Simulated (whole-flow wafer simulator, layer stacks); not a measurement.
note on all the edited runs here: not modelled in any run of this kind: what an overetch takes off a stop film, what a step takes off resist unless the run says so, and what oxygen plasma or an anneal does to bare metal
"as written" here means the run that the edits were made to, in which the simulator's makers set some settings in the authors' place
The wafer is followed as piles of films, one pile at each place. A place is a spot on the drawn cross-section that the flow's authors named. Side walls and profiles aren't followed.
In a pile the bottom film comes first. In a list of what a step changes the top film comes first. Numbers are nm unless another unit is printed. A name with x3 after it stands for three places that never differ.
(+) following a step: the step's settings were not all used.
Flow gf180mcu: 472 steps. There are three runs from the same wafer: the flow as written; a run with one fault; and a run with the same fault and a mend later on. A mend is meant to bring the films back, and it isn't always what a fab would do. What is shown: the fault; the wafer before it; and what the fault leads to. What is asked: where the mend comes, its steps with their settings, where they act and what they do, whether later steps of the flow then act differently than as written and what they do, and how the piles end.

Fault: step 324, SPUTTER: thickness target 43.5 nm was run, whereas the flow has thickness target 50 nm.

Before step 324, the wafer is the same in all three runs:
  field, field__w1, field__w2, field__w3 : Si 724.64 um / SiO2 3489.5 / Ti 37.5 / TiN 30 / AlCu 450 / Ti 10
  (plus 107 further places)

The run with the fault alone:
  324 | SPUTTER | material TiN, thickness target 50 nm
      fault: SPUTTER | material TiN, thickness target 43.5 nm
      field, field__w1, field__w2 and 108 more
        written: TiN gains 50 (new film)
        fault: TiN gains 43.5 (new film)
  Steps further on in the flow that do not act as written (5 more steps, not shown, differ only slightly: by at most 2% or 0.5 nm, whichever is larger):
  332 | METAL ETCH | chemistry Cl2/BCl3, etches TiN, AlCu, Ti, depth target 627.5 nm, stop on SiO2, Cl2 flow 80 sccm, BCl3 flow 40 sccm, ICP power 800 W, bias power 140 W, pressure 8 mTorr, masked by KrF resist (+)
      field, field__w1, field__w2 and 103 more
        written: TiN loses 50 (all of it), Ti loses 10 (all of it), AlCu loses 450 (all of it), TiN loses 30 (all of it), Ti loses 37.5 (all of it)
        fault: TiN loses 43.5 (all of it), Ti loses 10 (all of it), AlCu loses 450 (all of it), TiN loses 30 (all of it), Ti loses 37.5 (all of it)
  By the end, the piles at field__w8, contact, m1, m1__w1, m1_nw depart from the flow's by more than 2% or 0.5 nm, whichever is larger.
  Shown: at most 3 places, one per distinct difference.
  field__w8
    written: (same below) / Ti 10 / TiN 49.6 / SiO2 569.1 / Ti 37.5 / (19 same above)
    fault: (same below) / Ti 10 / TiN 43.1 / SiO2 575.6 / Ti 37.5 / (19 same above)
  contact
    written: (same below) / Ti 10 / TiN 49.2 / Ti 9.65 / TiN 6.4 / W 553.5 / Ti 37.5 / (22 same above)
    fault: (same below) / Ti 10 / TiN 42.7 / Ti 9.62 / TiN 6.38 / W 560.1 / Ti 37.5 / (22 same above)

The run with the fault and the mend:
  After step 324 comes the mend.
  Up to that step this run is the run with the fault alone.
  324a | SPUTTER | material TiN, thickness target 6.5 nm (a further turn of the flow's step 324, with different settings)
      field, field__w1, field__w2 and 108 more
        TiN gains 6.5
  Later steps of the flow that are run all act as written at every place that is followed.
  At every place that both follow, the piles at the end match the flow's.
